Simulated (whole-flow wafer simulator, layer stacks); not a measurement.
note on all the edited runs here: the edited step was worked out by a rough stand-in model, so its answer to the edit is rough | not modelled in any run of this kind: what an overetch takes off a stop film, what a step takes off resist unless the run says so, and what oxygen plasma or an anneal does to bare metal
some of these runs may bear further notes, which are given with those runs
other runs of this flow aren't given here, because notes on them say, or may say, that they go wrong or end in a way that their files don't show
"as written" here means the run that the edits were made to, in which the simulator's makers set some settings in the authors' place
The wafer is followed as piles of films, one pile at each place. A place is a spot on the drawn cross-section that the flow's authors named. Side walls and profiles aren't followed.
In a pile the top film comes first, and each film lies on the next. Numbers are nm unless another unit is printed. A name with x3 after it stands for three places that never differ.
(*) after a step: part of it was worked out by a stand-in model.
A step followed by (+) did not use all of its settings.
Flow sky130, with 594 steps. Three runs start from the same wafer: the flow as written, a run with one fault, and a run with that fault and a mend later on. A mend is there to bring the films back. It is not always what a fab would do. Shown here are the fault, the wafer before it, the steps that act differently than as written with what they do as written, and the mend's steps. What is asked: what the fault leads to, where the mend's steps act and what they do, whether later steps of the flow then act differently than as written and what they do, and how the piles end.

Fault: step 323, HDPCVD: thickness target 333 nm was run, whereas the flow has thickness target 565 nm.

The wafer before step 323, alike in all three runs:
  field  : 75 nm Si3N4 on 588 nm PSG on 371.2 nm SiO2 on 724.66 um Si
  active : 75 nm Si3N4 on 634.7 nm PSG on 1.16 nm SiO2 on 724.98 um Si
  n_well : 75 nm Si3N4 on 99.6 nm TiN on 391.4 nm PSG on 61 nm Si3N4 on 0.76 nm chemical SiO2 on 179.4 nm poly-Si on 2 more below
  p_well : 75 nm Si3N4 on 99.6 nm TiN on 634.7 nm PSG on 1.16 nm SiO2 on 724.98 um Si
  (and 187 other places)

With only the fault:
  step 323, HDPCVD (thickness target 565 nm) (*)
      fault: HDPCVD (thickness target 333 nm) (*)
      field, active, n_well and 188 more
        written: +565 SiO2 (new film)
        fault: +333 SiO2 (new film)
  Later steps of the flow acting differently than as written (30 other steps are not shown; they differ only slightly, by no more than 2% or 0.5 nm, whichever is larger):
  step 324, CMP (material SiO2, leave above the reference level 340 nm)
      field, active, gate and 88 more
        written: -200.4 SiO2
        fault: nothing
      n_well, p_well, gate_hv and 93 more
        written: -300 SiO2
        fault: -68 SiO2
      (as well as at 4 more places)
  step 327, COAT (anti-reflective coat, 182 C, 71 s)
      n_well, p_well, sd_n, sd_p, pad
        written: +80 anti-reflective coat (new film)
        fault: +48.6 anti-reflective coat (new film)
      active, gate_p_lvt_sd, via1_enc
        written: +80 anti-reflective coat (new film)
        fault: +81.7 anti-reflective coat (new film)
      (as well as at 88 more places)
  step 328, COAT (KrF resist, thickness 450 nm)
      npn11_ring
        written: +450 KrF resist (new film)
        fault: +440.4 KrF resist (new film)
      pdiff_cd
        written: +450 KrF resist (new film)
        fault: +439.7 KrF resist (new film)
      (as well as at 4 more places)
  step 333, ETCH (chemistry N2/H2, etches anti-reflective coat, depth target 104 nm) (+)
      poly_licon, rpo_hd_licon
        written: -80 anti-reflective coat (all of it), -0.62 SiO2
        fault: -54.9 anti-reflective coat (all of it), -1.26 SiO2
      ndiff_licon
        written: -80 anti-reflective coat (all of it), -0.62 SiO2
        fault: -71 anti-reflective coat (all of it), -0.85 SiO2
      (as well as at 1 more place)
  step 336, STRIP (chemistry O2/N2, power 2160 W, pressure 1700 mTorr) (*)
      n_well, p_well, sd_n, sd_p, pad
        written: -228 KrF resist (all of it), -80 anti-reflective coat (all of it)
        fault: -229.5 KrF resist (all of it), -48.6 anti-reflective coat (all of it)
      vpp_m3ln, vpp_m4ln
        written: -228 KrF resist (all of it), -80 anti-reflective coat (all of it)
        fault: -232.8 KrF resist (all of it), -80 anti-reflective coat (all of it)
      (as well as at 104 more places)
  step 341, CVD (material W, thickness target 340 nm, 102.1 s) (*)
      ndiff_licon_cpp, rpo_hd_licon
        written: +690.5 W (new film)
        fault: +658.4 W (new film)
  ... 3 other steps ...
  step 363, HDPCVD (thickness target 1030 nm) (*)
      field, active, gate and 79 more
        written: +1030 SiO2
        fault: +1030 SiO2 (new film)
  By the end, the piles at field, active, gate and 90 more depart from the flow's by more than 2% or 0.5 nm, whichever is larger.
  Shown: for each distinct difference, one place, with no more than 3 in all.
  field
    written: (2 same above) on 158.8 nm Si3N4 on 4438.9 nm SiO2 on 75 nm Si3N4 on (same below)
    fault: (2 same above) on 158.8 nm Si3N4 on 4085.6 nm SiO2 on 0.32 nm W on 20 nm TiN on 333 nm SiO2 on 75 nm Si3N4 on (same below)
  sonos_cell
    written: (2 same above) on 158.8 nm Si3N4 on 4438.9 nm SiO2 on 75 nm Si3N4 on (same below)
    fault: (2 same above) on 158.8 nm Si3N4 on 4085.6 nm SiO2 on 0.33 nm W on 20 nm TiN on 333 nm SiO2 on 75 nm Si3N4 on (same below)
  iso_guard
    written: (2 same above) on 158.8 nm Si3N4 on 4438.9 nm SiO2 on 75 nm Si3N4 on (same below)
    fault: (2 same above) on 158.8 nm Si3N4 on 4085.6 nm SiO2 on 0.34 nm W on 20 nm TiN on 333 nm SiO2 on 75 nm Si3N4 on (same below)

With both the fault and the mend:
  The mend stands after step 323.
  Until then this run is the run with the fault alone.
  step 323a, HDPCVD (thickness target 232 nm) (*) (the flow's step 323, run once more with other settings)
      field, active, n_well and 188 more
        +232 SiO2
  Later steps of the flow that are run all act as written at every place that is followed.
  The piles end the same as the flow's at every place that both follow.
